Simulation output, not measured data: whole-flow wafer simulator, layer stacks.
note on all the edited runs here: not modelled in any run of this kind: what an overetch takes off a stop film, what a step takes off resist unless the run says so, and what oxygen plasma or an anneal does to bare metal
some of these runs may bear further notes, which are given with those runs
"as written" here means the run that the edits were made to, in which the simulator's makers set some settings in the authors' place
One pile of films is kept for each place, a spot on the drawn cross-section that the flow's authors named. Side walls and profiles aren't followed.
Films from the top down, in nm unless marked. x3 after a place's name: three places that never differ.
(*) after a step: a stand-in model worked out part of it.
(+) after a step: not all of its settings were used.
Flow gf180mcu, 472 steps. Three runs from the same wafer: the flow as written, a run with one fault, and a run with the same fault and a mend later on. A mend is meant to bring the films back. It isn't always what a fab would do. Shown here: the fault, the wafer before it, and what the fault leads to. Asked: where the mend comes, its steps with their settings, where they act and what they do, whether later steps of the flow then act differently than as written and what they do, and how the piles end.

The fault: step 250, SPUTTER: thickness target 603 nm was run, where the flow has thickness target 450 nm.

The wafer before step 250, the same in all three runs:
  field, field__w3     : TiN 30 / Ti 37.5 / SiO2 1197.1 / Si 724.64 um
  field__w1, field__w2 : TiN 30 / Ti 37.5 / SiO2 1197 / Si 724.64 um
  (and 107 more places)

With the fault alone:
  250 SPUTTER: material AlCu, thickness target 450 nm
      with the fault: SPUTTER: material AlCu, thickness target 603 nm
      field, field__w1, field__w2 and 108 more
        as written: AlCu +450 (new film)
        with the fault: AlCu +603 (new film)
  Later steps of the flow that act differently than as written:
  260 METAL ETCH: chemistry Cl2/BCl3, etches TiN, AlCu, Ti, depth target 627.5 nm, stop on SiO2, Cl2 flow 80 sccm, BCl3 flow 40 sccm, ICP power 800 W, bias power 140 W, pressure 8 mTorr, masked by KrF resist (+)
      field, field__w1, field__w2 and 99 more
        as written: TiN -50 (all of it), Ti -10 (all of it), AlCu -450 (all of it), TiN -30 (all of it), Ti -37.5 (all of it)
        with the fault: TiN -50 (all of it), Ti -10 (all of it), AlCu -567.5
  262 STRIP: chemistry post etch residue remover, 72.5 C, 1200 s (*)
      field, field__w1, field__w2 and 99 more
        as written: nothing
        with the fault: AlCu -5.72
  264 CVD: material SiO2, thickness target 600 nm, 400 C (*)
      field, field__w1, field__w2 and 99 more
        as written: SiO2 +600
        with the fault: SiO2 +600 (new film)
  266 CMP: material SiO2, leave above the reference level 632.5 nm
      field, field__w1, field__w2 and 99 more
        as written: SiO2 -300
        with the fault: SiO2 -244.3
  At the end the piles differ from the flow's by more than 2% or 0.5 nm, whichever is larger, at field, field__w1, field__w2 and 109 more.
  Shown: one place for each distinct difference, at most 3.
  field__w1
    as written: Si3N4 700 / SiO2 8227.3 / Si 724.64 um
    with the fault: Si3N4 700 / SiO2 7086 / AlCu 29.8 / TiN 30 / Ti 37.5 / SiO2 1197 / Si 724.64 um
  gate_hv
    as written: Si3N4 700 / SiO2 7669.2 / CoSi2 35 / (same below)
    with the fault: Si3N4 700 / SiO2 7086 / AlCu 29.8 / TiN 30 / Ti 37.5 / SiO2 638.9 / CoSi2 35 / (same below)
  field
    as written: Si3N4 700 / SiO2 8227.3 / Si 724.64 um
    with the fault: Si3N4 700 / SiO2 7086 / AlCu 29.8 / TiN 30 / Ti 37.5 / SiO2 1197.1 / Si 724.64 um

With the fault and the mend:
  The mend comes after step 250.
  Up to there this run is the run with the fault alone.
  250a METAL ETCH: chemistry Cl2/BCl3, etches TiN, AlCu, Ti, depth target 153 nm, Cl2 flow 80 sccm, BCl3 flow 40 sccm, ICP power 800 W, bias power 140 W, pressure 8 mTorr
      field, field__w1, field__w2 and 108 more
        AlCu -153
  No later step of the flow acts differently than as written at any place that is followed.
  At the end the piles are the same as the flow's at every place that both follow.
